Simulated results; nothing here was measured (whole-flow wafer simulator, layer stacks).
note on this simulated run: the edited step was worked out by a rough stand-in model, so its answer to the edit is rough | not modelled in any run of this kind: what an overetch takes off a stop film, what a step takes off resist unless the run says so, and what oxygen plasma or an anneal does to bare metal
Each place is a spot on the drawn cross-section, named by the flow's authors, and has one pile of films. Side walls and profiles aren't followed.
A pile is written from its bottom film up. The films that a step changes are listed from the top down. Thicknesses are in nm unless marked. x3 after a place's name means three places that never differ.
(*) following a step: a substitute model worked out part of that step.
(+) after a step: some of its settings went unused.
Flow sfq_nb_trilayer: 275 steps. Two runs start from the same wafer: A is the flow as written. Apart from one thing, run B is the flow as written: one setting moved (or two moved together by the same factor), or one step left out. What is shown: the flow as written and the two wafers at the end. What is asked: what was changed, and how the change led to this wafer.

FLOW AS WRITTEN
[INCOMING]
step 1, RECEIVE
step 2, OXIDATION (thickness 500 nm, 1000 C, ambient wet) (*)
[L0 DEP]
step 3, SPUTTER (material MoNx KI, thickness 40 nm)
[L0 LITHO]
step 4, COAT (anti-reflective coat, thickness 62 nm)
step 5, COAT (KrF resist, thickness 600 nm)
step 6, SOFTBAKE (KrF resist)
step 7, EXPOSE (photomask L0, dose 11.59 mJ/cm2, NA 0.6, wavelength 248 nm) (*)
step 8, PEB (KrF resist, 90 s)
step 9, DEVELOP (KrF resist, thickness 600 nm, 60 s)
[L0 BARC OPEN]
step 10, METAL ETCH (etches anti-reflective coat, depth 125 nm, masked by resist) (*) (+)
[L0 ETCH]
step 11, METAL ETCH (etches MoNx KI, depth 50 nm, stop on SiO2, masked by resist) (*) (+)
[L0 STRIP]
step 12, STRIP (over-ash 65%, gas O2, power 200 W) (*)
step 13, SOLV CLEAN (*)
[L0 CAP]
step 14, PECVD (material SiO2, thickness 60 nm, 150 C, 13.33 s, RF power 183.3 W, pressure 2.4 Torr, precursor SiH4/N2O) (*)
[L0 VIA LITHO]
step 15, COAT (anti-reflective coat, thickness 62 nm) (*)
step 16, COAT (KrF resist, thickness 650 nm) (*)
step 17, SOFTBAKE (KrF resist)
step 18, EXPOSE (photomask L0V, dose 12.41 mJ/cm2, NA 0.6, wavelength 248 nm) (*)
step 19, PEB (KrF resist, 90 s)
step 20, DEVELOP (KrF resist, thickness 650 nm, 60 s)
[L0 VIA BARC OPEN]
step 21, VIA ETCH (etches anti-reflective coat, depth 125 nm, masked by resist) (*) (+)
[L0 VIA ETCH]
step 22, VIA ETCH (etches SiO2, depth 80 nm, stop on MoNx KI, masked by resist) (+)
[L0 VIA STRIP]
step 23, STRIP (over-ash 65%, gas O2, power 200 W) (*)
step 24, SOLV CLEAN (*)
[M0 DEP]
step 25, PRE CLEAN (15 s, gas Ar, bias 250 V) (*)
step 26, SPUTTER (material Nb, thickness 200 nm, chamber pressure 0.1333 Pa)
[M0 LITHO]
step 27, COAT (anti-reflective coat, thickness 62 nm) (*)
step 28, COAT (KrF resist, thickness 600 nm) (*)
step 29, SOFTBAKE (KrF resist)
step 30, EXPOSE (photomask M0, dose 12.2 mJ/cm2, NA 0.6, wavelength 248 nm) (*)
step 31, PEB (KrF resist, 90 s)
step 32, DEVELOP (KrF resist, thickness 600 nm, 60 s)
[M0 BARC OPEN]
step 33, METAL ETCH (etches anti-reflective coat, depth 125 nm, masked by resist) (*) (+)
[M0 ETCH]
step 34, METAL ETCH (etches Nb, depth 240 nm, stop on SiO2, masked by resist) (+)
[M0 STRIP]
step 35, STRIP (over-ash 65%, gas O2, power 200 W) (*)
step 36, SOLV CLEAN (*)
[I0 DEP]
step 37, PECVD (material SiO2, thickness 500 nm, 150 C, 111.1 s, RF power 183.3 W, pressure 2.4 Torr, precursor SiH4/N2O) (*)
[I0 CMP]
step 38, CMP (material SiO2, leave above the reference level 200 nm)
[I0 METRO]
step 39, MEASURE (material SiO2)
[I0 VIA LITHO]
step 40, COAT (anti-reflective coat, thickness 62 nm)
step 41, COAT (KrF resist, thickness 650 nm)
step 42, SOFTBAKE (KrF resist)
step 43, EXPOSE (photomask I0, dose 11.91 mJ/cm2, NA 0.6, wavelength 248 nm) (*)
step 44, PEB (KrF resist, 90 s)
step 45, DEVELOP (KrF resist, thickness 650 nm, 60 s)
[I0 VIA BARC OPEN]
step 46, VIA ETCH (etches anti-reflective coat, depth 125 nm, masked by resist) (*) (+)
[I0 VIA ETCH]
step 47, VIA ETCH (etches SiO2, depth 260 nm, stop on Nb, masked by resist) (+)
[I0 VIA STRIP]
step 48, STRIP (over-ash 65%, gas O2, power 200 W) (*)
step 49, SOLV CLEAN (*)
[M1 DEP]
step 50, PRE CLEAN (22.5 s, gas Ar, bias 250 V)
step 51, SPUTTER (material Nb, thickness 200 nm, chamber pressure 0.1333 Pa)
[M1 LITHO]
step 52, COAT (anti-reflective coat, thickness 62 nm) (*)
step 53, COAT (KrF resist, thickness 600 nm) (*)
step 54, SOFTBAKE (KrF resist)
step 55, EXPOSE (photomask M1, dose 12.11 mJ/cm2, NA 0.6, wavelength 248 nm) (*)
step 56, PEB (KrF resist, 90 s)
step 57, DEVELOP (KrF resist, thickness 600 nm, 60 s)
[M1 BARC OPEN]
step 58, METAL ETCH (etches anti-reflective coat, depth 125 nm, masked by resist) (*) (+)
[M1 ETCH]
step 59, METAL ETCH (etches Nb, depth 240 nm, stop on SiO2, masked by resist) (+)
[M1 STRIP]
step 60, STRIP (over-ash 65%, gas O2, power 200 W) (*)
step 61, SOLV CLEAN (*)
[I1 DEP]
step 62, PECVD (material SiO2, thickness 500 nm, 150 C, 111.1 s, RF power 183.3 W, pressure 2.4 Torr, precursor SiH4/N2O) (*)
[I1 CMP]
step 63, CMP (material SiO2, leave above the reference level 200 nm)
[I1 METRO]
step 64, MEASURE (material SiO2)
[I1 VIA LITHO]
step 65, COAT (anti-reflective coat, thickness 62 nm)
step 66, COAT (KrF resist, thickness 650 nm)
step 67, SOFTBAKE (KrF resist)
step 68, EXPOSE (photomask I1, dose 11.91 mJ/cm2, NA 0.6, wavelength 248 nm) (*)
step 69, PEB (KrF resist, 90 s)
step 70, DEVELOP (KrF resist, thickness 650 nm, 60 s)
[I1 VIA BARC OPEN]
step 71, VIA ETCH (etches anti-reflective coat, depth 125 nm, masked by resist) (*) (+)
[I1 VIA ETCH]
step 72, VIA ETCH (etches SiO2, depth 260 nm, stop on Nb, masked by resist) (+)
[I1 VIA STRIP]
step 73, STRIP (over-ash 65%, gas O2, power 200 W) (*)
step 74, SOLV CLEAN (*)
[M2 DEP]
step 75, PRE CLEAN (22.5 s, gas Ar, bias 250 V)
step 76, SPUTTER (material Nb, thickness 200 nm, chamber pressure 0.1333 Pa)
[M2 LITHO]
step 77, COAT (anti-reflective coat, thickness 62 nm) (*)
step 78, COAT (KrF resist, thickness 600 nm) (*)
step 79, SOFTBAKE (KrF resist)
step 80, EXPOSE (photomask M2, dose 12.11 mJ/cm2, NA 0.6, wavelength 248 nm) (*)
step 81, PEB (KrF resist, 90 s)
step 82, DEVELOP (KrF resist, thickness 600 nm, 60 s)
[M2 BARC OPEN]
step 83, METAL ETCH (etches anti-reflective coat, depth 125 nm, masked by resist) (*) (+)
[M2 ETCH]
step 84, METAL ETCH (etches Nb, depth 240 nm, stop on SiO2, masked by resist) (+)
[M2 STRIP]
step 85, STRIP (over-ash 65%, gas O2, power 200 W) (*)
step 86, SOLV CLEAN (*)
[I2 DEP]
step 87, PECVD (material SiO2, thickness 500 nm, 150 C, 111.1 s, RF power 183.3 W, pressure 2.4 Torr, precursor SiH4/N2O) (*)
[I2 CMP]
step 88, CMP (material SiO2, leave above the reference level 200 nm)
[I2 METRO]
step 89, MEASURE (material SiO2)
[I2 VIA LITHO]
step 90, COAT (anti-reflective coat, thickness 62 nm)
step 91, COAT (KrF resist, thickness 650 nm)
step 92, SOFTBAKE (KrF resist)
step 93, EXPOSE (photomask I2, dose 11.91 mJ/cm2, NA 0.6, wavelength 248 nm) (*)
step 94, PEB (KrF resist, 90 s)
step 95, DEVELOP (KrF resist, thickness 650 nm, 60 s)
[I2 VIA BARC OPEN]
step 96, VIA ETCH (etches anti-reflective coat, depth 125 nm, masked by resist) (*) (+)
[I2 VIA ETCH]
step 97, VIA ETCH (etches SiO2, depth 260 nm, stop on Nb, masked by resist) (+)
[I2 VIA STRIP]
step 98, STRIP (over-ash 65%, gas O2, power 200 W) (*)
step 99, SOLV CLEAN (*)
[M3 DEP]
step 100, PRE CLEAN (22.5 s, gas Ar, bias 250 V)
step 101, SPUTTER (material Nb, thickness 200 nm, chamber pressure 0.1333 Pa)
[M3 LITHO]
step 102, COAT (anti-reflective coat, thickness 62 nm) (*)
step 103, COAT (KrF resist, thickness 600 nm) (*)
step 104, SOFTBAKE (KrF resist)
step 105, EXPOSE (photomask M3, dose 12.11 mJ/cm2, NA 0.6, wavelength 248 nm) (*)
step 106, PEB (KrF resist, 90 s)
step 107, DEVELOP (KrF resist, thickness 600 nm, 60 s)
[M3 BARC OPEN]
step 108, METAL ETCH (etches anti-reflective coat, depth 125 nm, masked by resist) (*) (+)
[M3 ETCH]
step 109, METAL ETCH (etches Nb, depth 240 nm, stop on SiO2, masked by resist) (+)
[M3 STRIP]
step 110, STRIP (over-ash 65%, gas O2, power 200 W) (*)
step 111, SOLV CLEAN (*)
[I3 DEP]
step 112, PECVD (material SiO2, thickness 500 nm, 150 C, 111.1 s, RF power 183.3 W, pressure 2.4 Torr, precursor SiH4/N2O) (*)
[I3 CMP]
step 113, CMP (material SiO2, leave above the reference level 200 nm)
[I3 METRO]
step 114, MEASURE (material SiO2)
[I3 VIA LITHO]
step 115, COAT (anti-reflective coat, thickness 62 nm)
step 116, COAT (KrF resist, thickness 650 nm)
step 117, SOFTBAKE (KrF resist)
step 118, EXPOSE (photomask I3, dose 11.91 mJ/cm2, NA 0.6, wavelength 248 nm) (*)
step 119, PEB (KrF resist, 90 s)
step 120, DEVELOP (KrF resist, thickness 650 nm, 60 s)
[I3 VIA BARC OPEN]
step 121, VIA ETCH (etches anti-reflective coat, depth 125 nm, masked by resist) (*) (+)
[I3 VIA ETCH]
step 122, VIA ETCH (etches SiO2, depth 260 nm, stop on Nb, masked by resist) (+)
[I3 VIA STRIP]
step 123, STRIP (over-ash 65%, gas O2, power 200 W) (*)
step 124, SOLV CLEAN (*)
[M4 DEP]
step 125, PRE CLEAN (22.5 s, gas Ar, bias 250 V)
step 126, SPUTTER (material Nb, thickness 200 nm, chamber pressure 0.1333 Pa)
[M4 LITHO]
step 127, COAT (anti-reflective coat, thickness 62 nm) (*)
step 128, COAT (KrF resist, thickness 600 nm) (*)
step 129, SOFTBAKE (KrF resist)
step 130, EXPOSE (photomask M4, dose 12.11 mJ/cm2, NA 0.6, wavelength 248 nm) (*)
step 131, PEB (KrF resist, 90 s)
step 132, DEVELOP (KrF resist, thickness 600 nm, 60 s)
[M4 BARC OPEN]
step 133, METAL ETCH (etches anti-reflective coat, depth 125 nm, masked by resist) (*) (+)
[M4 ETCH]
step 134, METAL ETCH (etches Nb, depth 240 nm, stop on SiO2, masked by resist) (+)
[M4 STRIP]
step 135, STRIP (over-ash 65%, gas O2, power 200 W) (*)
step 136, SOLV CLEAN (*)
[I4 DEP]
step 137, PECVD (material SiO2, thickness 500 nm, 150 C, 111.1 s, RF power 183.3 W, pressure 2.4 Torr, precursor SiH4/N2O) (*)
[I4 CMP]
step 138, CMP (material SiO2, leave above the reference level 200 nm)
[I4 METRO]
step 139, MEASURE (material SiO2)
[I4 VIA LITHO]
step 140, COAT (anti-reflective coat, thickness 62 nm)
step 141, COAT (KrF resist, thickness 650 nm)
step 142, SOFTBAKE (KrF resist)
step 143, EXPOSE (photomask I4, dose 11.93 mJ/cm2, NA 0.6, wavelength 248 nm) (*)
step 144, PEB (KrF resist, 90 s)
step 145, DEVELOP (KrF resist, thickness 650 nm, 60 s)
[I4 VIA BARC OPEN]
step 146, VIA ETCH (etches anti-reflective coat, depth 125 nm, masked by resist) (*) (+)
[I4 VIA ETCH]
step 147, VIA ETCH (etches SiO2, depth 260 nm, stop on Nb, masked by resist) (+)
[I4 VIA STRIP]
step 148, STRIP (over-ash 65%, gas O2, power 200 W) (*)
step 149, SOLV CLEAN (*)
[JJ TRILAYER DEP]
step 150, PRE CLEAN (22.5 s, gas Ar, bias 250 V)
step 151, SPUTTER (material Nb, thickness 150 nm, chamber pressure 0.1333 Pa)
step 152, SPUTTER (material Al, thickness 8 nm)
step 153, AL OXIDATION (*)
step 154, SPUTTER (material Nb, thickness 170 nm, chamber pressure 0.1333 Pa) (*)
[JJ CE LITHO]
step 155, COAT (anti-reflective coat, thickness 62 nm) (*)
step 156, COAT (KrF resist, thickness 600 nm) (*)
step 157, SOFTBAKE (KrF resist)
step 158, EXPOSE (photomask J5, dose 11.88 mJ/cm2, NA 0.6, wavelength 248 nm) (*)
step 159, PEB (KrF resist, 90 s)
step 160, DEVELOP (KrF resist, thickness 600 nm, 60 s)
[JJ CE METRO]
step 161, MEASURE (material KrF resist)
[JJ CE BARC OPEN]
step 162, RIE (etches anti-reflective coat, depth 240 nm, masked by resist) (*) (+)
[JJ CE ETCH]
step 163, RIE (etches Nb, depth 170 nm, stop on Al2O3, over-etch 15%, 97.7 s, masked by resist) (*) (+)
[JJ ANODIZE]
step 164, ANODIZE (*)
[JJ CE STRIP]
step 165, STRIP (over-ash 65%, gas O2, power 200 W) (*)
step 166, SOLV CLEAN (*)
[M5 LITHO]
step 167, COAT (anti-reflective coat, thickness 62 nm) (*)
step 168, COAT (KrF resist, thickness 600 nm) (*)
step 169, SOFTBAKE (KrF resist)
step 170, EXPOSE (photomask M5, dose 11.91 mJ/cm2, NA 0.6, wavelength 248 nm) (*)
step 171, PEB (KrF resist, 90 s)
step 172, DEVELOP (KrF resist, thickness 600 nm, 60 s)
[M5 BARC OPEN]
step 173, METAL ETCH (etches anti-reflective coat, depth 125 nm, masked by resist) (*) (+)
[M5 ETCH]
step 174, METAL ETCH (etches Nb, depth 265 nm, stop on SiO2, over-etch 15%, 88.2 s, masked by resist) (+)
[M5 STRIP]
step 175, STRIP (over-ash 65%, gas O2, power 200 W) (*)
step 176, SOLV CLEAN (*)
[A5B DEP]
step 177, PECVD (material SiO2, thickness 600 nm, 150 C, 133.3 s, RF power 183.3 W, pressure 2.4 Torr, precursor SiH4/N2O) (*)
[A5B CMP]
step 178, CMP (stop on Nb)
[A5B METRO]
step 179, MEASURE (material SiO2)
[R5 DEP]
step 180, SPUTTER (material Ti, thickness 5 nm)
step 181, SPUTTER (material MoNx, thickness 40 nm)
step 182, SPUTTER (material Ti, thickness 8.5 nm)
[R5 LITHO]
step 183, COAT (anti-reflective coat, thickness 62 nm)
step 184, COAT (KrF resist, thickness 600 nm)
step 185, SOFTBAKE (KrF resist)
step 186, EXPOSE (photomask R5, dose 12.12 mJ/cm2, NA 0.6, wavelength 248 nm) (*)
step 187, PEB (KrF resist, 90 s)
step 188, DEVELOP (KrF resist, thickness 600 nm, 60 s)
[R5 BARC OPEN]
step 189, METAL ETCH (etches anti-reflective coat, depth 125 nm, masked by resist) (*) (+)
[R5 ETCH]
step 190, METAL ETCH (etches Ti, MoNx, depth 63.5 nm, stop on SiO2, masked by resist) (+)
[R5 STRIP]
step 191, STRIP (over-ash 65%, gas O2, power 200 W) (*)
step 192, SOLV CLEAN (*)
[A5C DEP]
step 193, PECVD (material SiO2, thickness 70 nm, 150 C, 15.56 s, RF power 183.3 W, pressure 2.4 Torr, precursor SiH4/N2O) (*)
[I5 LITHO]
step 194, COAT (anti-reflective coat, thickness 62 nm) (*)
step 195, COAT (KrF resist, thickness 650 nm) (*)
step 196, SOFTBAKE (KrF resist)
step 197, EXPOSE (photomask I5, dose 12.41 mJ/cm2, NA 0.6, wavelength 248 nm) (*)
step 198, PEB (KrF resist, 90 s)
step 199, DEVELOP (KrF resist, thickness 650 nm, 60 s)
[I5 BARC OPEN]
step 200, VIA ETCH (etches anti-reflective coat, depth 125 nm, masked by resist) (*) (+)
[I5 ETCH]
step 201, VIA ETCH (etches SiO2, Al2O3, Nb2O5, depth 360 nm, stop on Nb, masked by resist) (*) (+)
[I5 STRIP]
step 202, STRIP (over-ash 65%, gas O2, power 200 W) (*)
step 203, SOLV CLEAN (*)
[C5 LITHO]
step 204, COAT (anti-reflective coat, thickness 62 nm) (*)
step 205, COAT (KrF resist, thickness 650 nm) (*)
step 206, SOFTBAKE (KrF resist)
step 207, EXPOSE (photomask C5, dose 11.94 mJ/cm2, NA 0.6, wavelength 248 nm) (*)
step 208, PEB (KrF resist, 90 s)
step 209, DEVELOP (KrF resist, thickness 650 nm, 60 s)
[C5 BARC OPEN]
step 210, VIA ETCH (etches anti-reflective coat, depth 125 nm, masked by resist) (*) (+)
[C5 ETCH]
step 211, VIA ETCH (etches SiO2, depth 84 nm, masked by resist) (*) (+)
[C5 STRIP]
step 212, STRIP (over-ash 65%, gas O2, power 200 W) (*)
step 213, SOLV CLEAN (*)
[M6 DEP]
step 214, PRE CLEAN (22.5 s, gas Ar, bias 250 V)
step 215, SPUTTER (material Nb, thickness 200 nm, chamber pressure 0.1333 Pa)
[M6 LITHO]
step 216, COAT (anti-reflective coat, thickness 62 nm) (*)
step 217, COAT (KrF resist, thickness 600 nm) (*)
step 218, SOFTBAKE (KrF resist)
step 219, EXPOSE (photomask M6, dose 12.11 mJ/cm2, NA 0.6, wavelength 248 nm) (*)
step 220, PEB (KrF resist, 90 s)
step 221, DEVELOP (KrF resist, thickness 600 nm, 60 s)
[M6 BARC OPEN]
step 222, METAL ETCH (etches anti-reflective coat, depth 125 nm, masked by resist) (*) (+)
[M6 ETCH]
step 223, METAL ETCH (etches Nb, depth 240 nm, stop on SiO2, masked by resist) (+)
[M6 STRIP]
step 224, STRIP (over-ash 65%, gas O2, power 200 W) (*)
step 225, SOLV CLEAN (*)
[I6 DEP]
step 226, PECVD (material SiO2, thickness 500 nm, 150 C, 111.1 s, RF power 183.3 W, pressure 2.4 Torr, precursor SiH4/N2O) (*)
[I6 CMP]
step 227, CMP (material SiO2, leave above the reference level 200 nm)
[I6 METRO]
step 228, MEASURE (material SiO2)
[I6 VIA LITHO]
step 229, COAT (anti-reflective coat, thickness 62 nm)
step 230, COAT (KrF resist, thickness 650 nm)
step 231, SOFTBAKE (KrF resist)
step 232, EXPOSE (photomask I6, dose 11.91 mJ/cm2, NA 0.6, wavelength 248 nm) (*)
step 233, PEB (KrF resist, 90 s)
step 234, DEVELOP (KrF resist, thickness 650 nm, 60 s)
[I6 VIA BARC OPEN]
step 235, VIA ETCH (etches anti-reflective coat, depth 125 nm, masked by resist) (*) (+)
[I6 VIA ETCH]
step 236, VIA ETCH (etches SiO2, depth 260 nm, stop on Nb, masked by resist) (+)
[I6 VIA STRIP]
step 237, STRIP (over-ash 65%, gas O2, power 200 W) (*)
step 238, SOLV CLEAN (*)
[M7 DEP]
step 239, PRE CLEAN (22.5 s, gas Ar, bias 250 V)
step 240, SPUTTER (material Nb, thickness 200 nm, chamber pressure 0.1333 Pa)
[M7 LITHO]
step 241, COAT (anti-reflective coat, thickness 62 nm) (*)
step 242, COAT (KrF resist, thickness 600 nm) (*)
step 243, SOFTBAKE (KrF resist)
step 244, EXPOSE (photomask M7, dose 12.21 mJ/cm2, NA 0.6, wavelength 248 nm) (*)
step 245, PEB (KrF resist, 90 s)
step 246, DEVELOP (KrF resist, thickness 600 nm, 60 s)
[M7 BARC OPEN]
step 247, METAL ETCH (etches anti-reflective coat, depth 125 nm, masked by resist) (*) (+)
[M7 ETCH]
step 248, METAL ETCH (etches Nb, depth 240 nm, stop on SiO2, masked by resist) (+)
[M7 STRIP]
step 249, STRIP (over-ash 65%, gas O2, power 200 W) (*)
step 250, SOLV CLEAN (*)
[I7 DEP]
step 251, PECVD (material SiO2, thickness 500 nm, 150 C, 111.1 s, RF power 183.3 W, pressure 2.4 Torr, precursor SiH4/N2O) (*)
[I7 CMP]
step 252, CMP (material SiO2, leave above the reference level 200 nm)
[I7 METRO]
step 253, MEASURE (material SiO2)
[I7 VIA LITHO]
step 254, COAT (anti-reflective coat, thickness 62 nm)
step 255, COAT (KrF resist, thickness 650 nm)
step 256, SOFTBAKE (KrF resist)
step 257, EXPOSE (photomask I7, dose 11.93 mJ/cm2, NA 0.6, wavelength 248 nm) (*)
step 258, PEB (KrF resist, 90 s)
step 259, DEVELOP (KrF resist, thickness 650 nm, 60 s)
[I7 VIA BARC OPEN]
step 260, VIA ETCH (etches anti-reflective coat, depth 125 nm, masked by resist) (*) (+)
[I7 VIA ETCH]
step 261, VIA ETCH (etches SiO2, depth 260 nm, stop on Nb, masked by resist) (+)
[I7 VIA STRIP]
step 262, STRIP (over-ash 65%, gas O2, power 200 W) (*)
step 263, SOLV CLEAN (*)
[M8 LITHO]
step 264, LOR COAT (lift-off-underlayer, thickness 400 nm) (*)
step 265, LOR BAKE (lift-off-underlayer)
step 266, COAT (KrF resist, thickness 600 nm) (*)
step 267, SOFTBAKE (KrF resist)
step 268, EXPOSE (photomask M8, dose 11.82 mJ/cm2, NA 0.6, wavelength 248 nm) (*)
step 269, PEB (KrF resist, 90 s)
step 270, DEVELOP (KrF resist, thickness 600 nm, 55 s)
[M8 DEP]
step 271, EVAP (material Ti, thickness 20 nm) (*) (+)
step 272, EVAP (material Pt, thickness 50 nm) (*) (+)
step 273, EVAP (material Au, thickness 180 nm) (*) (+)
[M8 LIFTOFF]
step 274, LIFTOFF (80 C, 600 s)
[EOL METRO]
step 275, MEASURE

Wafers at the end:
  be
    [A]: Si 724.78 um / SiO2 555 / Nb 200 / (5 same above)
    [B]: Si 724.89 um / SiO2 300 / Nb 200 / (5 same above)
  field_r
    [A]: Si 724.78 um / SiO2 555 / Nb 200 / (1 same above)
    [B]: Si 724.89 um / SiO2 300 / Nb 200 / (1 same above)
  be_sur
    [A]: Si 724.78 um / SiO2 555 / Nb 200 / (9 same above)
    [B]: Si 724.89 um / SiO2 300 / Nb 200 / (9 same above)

What caused this: step 2, OXIDATION: thickness 245 nm was run, though the flow has thickness 500 nm.

Step by step, how the change led to this:
  step 2, OXIDATION (thickness 500 nm, 1000 C, ambient wet) (*)
      field_l, v_sur, via_wl and 103 more: A SiO2 gains 500 (new film), chemical SiO2 loses 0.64 (all of it), Si loses 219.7 | B SiO2 gains 245 (new film), chemical SiO2 loses 0.64 (all of it), Si loses 107.5
